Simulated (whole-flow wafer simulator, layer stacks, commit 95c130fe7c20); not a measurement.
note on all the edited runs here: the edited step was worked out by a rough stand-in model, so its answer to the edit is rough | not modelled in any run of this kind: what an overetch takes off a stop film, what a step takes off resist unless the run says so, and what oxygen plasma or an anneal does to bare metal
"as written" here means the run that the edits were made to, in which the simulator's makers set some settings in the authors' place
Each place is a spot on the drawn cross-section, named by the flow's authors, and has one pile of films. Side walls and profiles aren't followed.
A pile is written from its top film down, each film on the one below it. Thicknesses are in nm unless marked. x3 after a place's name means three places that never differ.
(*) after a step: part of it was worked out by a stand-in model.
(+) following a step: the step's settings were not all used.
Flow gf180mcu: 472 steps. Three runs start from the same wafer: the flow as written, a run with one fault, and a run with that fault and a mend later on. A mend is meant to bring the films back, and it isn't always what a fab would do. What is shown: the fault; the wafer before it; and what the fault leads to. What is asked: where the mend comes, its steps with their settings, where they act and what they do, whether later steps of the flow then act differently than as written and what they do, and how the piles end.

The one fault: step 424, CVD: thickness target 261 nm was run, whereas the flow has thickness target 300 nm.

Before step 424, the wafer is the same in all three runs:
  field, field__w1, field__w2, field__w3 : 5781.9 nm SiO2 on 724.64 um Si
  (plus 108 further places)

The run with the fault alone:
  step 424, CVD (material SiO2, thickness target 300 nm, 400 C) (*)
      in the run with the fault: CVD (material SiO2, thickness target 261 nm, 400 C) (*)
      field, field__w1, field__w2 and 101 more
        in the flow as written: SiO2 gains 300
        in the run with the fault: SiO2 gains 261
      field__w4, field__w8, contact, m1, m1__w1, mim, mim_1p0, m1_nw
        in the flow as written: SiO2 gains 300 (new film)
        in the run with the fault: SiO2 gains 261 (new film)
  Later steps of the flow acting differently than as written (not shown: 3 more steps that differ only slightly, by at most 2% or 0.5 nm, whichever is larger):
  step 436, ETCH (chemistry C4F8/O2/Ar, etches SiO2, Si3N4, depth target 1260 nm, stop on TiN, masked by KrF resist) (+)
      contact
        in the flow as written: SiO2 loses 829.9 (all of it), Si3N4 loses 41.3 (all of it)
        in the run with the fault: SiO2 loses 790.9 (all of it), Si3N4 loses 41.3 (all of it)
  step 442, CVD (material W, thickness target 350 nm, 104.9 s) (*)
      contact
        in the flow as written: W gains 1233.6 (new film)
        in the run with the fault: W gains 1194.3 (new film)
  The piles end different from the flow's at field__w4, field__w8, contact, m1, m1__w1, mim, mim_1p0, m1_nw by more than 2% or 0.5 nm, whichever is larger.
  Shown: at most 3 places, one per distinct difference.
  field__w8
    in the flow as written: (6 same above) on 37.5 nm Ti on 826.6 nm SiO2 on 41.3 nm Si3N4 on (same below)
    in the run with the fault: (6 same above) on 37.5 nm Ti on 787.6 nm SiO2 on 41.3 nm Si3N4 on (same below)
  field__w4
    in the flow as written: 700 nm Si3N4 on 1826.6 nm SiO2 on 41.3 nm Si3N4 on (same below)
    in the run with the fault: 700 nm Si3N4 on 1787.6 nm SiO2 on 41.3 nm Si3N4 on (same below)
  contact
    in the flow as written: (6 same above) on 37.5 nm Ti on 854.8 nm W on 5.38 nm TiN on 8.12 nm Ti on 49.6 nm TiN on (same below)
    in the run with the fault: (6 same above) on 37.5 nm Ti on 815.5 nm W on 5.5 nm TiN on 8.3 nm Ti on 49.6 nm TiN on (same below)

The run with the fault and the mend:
  The mend follows step 424.
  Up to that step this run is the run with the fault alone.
  step 424a, CVD (material SiO2, thickness target 39 nm, 400 C) (*) (a further turn of the flow's step 424, with different settings)
      field, field__w1, field__w2 and 109 more
        SiO2 gains 39
  None of the later steps of the flow acts differently than as written at any place that is followed.
  The piles end the same as the flow's at every place that both follow.
